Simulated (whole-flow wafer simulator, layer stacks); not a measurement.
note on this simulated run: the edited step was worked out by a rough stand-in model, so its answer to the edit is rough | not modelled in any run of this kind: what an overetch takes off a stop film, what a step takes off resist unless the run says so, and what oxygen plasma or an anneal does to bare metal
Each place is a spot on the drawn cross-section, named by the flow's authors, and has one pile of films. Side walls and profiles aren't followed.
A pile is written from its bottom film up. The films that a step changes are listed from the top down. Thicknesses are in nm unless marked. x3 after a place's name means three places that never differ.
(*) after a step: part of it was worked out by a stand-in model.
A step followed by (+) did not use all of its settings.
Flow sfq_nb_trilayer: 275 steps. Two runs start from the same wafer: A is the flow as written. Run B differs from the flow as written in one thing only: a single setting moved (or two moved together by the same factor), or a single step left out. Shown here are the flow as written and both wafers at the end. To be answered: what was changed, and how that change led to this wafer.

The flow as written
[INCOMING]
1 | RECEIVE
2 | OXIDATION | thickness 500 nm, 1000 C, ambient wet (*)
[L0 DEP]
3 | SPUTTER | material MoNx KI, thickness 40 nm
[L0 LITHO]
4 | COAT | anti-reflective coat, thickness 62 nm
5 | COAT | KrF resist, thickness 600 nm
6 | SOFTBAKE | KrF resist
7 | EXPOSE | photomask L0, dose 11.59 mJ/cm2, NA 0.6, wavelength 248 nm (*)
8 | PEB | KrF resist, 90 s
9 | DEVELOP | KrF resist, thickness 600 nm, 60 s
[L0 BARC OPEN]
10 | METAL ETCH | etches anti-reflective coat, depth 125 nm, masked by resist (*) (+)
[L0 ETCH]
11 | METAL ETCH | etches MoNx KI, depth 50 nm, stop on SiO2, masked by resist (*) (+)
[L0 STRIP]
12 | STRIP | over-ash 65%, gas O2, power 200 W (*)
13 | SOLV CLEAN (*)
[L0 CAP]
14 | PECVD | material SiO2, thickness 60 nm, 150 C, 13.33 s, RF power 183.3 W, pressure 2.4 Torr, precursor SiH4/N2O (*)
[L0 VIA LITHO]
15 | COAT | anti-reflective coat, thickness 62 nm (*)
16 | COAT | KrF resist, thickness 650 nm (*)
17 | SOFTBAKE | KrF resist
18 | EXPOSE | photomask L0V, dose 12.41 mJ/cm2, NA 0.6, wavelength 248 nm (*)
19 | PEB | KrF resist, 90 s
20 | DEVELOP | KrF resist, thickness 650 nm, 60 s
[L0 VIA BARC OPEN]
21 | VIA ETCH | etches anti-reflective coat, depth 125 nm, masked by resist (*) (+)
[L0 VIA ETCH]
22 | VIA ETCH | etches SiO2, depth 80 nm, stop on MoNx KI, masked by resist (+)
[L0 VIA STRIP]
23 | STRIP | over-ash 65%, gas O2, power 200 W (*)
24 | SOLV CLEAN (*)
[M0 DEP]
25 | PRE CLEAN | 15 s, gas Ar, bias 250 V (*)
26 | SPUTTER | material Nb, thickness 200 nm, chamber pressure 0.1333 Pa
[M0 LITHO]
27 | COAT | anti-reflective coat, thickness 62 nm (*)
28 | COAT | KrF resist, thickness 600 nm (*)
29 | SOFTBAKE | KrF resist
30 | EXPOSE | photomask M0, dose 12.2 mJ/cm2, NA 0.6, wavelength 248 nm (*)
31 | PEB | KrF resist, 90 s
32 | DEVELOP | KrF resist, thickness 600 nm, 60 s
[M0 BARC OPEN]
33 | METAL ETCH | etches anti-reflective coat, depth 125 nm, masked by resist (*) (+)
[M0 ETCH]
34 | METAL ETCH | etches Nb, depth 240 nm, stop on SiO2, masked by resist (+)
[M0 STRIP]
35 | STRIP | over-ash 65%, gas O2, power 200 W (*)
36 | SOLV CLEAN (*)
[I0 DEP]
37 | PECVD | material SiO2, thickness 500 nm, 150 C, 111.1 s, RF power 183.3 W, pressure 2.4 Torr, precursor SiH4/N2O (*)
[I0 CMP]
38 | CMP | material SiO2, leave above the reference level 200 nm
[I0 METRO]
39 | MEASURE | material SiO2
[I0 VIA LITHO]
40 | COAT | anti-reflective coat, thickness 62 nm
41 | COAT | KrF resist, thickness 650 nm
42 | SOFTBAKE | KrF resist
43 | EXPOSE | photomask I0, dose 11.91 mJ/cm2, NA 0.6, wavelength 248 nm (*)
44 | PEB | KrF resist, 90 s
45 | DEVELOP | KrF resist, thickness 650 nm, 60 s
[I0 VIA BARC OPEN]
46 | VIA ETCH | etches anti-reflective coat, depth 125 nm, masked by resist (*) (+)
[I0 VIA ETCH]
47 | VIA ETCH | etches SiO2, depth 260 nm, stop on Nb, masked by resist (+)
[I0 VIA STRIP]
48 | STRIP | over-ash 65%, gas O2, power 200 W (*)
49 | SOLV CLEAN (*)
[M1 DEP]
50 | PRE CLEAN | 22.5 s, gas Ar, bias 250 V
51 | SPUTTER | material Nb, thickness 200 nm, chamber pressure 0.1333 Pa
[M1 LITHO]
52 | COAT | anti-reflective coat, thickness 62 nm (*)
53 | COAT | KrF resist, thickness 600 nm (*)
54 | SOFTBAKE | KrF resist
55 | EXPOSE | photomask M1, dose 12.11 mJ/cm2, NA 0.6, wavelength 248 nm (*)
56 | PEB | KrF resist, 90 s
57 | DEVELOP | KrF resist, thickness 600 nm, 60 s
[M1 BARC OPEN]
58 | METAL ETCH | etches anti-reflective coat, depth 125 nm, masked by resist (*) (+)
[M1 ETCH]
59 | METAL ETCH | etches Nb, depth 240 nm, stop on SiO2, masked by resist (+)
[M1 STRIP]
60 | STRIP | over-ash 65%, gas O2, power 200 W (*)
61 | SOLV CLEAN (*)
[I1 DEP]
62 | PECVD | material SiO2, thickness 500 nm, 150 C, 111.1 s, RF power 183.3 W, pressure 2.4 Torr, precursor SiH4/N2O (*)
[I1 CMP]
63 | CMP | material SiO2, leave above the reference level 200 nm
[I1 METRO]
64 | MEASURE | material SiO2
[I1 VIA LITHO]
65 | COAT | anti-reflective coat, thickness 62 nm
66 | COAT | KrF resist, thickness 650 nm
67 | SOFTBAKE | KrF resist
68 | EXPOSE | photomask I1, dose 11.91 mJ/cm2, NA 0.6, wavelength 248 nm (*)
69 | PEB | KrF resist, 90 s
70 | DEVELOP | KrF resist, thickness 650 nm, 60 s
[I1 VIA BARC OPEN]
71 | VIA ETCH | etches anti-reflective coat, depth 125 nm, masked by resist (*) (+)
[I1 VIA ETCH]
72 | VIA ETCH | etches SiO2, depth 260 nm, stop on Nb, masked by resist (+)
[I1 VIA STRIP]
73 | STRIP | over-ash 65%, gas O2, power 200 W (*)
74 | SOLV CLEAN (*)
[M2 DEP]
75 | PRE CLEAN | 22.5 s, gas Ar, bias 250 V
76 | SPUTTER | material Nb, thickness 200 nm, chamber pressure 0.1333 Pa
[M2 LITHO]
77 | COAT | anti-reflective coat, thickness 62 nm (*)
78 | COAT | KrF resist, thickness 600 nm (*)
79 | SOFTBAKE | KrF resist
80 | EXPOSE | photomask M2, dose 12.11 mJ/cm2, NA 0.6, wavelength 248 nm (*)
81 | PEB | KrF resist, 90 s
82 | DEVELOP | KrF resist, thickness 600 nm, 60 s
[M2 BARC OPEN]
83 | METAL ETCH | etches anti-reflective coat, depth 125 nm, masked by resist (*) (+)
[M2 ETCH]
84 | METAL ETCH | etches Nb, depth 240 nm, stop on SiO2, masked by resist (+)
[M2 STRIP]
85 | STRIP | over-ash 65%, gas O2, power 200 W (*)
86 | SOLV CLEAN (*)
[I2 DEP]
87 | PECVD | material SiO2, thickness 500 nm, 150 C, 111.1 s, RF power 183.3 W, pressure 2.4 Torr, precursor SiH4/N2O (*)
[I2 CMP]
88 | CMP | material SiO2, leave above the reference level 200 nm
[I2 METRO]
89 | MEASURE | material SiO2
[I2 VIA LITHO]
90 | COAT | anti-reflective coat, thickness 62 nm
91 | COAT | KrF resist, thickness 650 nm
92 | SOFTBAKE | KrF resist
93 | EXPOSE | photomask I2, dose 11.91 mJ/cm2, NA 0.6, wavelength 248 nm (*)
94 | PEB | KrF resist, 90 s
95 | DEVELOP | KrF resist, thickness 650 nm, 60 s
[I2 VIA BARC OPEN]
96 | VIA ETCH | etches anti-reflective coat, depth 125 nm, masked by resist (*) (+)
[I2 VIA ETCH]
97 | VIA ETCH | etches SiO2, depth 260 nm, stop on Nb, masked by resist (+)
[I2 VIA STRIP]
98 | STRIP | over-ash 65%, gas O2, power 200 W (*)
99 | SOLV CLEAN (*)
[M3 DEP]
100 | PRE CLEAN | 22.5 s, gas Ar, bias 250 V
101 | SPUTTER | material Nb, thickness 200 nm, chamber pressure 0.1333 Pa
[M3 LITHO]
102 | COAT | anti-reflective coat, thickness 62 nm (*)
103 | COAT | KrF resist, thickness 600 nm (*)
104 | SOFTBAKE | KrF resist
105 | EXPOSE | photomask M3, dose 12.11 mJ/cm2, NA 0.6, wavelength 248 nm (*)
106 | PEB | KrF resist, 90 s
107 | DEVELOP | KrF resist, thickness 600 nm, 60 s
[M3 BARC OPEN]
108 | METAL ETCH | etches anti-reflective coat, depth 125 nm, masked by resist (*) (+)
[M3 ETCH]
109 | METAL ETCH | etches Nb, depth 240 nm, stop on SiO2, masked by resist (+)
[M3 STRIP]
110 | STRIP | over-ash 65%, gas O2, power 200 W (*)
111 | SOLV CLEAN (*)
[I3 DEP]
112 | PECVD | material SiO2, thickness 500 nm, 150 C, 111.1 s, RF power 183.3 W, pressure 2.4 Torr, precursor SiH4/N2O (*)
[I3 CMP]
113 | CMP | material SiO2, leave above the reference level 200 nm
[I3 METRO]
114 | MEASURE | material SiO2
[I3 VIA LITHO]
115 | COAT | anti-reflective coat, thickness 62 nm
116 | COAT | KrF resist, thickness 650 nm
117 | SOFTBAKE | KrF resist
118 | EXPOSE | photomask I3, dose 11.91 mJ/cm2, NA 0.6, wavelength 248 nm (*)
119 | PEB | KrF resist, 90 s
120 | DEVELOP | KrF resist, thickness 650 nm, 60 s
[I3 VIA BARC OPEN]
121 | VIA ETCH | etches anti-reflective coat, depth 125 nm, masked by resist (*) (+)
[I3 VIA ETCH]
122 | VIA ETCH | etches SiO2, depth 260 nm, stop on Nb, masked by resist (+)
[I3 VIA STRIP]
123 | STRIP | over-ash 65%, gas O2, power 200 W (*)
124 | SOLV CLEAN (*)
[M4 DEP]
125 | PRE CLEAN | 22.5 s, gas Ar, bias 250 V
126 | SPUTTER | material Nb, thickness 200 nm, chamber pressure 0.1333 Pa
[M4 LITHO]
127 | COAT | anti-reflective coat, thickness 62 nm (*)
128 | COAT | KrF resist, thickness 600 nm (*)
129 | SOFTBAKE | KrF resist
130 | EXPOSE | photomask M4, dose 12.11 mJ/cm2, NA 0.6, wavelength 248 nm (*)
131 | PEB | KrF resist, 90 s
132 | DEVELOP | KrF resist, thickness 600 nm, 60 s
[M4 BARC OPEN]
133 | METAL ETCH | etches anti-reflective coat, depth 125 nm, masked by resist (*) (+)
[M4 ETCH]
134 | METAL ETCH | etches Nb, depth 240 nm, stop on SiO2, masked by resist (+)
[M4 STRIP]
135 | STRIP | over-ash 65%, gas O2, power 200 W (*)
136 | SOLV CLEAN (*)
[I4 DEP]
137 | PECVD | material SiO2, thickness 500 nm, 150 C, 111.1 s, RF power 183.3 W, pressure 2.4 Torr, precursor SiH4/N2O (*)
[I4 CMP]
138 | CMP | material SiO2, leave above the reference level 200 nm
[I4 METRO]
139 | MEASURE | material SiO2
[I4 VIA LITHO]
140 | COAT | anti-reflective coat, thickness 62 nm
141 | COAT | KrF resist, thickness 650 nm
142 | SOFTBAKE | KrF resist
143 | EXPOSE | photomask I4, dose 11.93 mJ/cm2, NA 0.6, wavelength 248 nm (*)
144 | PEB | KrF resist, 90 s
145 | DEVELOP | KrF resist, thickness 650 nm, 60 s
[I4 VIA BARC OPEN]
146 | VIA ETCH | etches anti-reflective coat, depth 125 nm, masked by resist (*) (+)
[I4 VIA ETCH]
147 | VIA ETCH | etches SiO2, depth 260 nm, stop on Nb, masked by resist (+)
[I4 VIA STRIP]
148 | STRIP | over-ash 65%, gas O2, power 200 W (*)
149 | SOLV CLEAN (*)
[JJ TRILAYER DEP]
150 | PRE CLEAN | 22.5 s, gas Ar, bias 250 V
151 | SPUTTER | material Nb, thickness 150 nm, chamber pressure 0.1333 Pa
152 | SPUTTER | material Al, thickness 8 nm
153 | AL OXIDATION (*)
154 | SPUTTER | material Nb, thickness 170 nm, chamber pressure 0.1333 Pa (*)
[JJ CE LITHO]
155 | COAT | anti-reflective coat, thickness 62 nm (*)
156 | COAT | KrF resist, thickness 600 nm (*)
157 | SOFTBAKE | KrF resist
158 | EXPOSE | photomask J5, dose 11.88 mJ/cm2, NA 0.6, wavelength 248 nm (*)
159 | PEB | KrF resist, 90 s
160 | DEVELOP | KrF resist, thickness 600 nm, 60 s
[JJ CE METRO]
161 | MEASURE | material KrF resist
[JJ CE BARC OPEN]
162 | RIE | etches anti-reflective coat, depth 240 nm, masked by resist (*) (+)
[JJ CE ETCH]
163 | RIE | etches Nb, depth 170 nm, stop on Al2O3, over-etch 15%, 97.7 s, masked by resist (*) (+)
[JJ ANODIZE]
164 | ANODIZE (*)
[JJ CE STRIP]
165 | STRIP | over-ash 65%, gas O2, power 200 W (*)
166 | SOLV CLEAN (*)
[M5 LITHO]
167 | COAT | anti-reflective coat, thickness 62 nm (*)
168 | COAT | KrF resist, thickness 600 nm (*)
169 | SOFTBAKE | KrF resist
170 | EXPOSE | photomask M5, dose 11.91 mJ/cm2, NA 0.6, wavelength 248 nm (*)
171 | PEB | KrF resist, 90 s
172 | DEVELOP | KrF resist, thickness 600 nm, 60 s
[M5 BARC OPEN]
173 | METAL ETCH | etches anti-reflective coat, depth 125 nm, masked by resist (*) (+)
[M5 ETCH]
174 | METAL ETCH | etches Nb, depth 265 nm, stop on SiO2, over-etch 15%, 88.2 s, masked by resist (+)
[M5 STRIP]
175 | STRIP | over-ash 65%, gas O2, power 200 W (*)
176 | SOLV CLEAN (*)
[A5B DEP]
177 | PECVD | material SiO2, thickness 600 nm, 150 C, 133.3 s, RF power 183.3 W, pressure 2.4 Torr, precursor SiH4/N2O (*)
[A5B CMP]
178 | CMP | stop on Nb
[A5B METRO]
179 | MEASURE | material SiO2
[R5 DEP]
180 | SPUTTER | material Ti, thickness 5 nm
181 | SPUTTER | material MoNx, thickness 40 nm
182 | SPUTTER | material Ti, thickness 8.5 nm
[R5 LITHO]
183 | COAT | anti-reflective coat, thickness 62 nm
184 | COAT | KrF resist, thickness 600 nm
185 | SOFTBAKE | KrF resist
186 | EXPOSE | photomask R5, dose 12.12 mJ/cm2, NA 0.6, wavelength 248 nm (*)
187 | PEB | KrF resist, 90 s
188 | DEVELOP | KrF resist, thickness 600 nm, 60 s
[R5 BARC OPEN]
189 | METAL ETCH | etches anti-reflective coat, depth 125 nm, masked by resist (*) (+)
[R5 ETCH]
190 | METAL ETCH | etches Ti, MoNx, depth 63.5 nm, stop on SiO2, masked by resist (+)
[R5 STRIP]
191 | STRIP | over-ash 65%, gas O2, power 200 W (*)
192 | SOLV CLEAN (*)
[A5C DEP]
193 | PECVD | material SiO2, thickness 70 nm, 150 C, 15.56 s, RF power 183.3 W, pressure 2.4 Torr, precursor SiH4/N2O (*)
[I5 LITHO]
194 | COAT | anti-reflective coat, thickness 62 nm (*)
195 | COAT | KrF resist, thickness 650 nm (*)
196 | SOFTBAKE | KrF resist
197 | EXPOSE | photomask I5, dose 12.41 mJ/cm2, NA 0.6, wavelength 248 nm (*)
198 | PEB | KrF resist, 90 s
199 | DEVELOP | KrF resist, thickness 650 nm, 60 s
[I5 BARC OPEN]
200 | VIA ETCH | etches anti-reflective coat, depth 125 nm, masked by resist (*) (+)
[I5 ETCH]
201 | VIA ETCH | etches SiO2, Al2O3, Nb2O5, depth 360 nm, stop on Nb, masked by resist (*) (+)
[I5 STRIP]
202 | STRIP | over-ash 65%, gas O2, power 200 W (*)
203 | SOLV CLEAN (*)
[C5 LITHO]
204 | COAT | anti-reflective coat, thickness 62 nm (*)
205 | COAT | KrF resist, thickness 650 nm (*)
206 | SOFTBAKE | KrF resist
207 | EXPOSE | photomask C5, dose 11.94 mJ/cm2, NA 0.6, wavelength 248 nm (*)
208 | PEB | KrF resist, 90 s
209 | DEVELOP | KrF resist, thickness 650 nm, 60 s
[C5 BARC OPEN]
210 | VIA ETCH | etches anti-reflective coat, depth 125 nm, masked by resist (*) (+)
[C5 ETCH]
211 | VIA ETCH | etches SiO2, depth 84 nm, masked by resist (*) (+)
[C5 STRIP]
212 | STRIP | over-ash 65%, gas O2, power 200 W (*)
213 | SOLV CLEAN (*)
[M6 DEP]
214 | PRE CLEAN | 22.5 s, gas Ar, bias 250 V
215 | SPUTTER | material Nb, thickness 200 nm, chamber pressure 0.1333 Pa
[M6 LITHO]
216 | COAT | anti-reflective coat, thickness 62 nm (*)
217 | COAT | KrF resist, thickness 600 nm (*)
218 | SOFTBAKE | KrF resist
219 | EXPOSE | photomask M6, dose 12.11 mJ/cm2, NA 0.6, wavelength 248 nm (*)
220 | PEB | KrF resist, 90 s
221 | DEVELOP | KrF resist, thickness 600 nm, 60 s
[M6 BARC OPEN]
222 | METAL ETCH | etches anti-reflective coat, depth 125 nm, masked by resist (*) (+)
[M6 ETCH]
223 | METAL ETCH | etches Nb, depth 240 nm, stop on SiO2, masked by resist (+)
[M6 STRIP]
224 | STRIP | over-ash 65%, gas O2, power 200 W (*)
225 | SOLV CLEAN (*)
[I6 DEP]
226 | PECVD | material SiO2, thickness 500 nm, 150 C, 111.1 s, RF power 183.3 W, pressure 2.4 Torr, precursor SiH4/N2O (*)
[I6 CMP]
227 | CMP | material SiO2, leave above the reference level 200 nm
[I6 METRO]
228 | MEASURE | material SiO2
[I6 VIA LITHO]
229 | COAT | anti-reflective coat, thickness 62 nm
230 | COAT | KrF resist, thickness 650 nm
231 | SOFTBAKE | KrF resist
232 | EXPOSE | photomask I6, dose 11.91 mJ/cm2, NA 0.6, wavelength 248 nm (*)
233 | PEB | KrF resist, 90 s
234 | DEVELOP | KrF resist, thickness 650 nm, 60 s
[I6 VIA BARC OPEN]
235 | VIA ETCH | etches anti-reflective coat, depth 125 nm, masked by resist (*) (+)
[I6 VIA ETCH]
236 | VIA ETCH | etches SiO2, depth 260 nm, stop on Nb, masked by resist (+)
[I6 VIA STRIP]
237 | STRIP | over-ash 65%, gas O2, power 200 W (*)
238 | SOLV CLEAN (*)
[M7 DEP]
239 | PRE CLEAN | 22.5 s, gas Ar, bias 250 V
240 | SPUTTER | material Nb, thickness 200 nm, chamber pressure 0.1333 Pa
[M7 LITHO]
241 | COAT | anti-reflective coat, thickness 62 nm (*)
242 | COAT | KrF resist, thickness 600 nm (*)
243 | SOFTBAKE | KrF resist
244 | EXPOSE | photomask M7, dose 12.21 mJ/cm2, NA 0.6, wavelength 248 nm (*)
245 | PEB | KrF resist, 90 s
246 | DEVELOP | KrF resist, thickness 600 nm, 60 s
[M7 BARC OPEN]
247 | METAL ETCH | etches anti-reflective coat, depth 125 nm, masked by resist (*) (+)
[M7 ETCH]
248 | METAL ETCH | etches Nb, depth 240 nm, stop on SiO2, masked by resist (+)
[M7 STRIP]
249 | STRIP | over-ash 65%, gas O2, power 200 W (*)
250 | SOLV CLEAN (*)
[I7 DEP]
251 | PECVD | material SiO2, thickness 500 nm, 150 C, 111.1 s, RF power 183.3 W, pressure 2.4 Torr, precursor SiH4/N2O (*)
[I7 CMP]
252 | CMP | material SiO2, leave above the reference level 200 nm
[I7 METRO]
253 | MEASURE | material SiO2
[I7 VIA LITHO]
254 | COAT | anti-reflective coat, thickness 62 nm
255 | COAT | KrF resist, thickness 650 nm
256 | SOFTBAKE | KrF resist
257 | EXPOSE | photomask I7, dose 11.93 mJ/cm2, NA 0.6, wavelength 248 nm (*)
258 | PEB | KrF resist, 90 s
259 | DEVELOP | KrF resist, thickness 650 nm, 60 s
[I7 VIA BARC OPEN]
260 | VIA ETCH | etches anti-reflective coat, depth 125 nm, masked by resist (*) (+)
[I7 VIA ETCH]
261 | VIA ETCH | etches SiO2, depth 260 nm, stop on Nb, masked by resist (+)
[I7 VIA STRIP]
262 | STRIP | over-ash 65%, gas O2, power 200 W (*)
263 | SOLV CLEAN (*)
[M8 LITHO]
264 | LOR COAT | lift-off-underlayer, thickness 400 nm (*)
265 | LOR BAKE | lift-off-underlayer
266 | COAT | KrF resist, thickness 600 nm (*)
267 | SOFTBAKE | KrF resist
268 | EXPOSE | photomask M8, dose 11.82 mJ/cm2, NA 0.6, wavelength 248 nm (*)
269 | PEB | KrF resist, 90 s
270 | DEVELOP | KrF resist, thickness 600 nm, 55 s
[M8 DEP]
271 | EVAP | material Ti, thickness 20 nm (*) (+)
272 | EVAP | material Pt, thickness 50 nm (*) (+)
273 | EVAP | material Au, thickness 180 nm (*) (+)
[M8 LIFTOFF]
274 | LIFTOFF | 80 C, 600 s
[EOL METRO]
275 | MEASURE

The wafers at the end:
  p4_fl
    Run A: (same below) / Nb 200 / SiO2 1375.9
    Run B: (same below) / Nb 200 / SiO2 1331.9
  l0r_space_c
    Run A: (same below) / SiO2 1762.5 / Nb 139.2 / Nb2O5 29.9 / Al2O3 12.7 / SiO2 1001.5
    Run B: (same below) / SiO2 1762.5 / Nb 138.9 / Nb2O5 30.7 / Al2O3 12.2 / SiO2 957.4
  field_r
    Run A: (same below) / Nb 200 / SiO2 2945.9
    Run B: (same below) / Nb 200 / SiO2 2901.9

The reason: step 154, SPUTTER: thickness 126 nm was run, though the flow has thickness 170 nm.

Step by step, how the change led to this:
  154 | SPUTTER | material Nb, thickness 170 nm, chamber pressure 0.1333 Pa (*)
      field_l, v_sur, via_sp and 100 more: A +170 Nb (new film) | B +126 Nb (new film)
      via_wl, via_wr: A +140.7 Nb (new film) | B +104.2 Nb (new film)
      (and at 1 other place as well)
  155 | COAT | anti-reflective coat, thickness 62 nm (*)
      via_wl, via_wr: A +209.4 anti-reflective coat (new film) | B +198.2 anti-reflective coat (new film)
      via_w: A +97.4 anti-reflective coat (new film) | B +93.9 anti-reflective coat (new film)
  162 | RIE | etches anti-reflective coat, depth 240 nm, masked by resist (*) (+)
      ce_l, c5j, ce_r, wl_jj: A -209.4 KrF resist | B -198.2 KrF resist
      via_wl, via_wr: A -209.4 anti-reflective coat (all of it) | B -198.2 anti-reflective coat (all of it)
      (and at 1 other place as well)
  163 | RIE | etches Nb, depth 170 nm, stop on Al2O3, over-etch 15%, 97.7 s, masked by resist (*) (+)
      field_l, v_sur, via_sp and 96 more: A -170 Nb (all of it), -0.51 Al2O3 | B -126 Nb (all of it), -0.96 Al2O3 (all of it)
      via_wl, via_wr: A -140.7 Nb (all of it), -0.96 Al2O3 (all of it) | B -104.2 Nb (all of it), -0.96 Al2O3 (all of it)
      (and at 1 other place as well)
  164 | ANODIZE (*)
      field_l, v_sur, via_sp and 96 more: A +12.2 Al2O3, +29.9 Nb2O5 (new film), -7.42 Al (all of it), -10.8 Nb | B +12.2 Al2O3 (new film), +30.7 Nb2O5 (new film), -7.42 Al (all of it), -11.1 Nb
  165 | STRIP | over-ash 65%, gas O2, power 200 W (*)
      ce_l: A -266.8 KrF resist (all of it), -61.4 anti-reflective coat (all of it) | B -277.9 KrF resist (all of it), -61.4 anti-reflective coat (all of it)
      c5j: A -266.9 KrF resist (all of it), -61.5 anti-reflective coat (all of it) | B -278 KrF resist (all of it), -61.5 anti-reflective coat (all of it)
      (and at 2 other places as well)
  167 | COAT | anti-reflective coat, thickness 62 nm (*)
      wl_j_sl, wl_j_sr: A +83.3 anti-reflective coat (new film) | B +77.6 anti-reflective coat (new film)
      gap: A +58.9 anti-reflective coat (new film) | B +60.2 anti-reflective coat (new film)
      (and at 8 other places as well)
  168 | COAT | KrF resist, thickness 600 nm (*)
      ce_l: A +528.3 KrF resist (new film) | B +555.3 KrF resist (new film)
      c5j: A +507.6 KrF resist (new film) | B +535.8 KrF resist (new film)
      (and at 2 other places as well)
  173 | METAL ETCH | etches anti-reflective coat, depth 125 nm, masked by resist (*) (+)
      wl_a_sl: A -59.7 anti-reflective coat (all of it), -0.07 Al2O3 | B -61 anti-reflective coat (all of it)
  174 | METAL ETCH | etches Nb, depth 265 nm, stop on SiO2, over-etch 15%, 88.2 s, masked by resist (+)
      field_l, r_sur, res and 50 more: A -12.6 Al2O3 (all of it), -29.9 Nb2O5 (all of it), -139.2 Nb (all of it), -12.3 SiO2 | B -12.2 Al2O3 (all of it), -30.7 Nb2O5 (all of it), -138.9 Nb (all of it), -12.3 SiO2
  175 | STRIP | over-ash 65%, gas O2, power 200 W (*)
      wl_j_sl, wl_j_sr: A -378 KrF resist (all of it), -83.3 anti-reflective coat (all of it) | B -374.5 KrF resist (all of it), -77.6 anti-reflective coat (all of it)
      gap: A -383.4 KrF resist (all of it), -58.9 anti-reflective coat (all of it) | B -378.3 KrF resist (all of it), -60.2 anti-reflective coat (all of it)
      (and at 7 other places as well)
  178 | CMP | stop on Nb
      v_sur, via_sp, via_v and 43 more: A -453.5 SiO2 | B -497.6 SiO2
      field_l, p4_fl, p4_fm and 39 more: A -259.3 SiO2 | B -303.3 SiO2
      (and at 14 other places as well)
  201 | VIA ETCH | etches SiO2, Al2O3, Nb2O5, depth 360 nm, stop on Nb, masked by resist (*) (+)
      be: A -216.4 SiO2 (all of it), -12.7 Al2O3 (all of it), -29.9 Nb2O5 (all of it) | B -172.3 SiO2 (all of it), -12.2 Al2O3 (all of it), -30.7 Nb2O5 (all of it)
  204 | COAT | anti-reflective coat, thickness 62 nm (*)
      wire: A +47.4 anti-reflective coat (new film) | B +48.7 anti-reflective coat (new film)
      be: A +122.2 anti-reflective coat (new film) | B +115.7 anti-reflective coat (new film)
      (and at 1 other place as well)
  205 | COAT | KrF resist, thickness 650 nm (*)
      be: A +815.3 KrF resist (new film) | B +784.1 KrF resist (new film)
  212 | STRIP | over-ash 65%, gas O2, power 200 W (*)
      wire: A -555.8 KrF resist (all of it), -47.4 anti-reflective coat (all of it) | B -558.2 KrF resist (all of it), -48.7 anti-reflective coat (all of it)
      be: A -728.2 KrF resist (all of it), -122.2 anti-reflective coat (all of it) | B -697 KrF resist (all of it), -115.7 anti-reflective coat (all of it)
      (and at 1 other place as well)
  ... another 4 steps ...
  226 | PECVD | material SiO2, thickness 500 nm, 150 C, 111.1 s, RF power 183.3 W, pressure 2.4 Torr, precursor SiH4/N2O (*)
      be: A +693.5 SiO2 (new film) | B +639.7 SiO2 (new film)
